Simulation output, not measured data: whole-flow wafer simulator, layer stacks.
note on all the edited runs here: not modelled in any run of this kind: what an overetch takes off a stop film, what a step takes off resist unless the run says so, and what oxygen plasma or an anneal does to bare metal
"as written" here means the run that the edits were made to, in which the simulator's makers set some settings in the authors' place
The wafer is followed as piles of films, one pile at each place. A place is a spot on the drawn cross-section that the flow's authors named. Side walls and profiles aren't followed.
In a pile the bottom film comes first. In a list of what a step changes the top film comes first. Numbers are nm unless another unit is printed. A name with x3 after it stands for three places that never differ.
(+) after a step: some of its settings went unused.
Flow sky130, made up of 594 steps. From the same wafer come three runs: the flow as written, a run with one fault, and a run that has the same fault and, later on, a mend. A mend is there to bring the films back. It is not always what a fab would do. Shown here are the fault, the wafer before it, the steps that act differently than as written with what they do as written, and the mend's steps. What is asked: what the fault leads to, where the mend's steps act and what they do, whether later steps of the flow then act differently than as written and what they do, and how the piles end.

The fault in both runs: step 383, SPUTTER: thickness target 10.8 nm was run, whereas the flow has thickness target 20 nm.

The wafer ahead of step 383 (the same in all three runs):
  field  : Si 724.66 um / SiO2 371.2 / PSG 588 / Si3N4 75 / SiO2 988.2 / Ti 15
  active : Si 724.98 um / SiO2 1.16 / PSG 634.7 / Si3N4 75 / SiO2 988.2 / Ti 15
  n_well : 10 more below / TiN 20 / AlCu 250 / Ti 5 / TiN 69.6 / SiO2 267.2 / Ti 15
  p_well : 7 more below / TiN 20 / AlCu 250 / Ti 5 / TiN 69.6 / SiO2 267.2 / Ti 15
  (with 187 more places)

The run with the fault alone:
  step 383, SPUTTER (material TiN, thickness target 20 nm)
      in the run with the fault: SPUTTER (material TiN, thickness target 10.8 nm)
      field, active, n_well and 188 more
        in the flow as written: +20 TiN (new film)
        in the run with the fault: +10.8 TiN (new film)
  Steps later in the flow that act otherwise than as written (13 more steps, not shown, differ only slightly: by at most 2% or 0.5 nm, whichever is larger):
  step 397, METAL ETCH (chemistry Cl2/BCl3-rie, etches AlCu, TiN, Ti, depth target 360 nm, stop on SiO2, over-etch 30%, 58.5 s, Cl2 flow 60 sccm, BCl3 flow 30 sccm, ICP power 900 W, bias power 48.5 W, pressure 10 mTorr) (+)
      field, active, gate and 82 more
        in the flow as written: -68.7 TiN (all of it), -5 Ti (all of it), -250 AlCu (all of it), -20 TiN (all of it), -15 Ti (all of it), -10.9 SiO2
        in the run with the fault: -68.7 TiN (all of it), -5 Ti (all of it), -250 AlCu (all of it), -10.8 TiN (all of it), -15 Ti (all of it), -11.9 SiO2
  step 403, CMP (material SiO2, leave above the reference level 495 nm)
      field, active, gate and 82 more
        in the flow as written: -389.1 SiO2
        in the run with the fault: -397.3 SiO2
  The piles end different from the flow's at n_well, p_well, gate_hv and 103 more by more than 2% or 0.5 nm, whichever is larger.
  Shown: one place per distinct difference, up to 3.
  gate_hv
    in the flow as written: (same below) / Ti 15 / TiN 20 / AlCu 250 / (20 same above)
    in the run with the fault: (same below) / Ti 15 / TiN 10.8 / AlCu 250 / (20 same above)
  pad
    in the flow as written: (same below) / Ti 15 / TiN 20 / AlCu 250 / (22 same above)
    in the run with the fault: (same below) / Ti 15 / TiN 10.8 / AlCu 250 / (22 same above)
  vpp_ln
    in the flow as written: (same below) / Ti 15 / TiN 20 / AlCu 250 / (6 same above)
    in the run with the fault: (same below) / Ti 15 / TiN 10.8 / AlCu 250 / (6 same above)

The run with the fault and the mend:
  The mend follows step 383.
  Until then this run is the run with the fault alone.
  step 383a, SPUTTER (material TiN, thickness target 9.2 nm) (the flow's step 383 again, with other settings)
      field, active, n_well and 188 more
        +9.2 TiN
  None of the later steps of the flow acts differently than as written at any place that is followed.
  At every place that both follow, the piles at the end match the flow's.
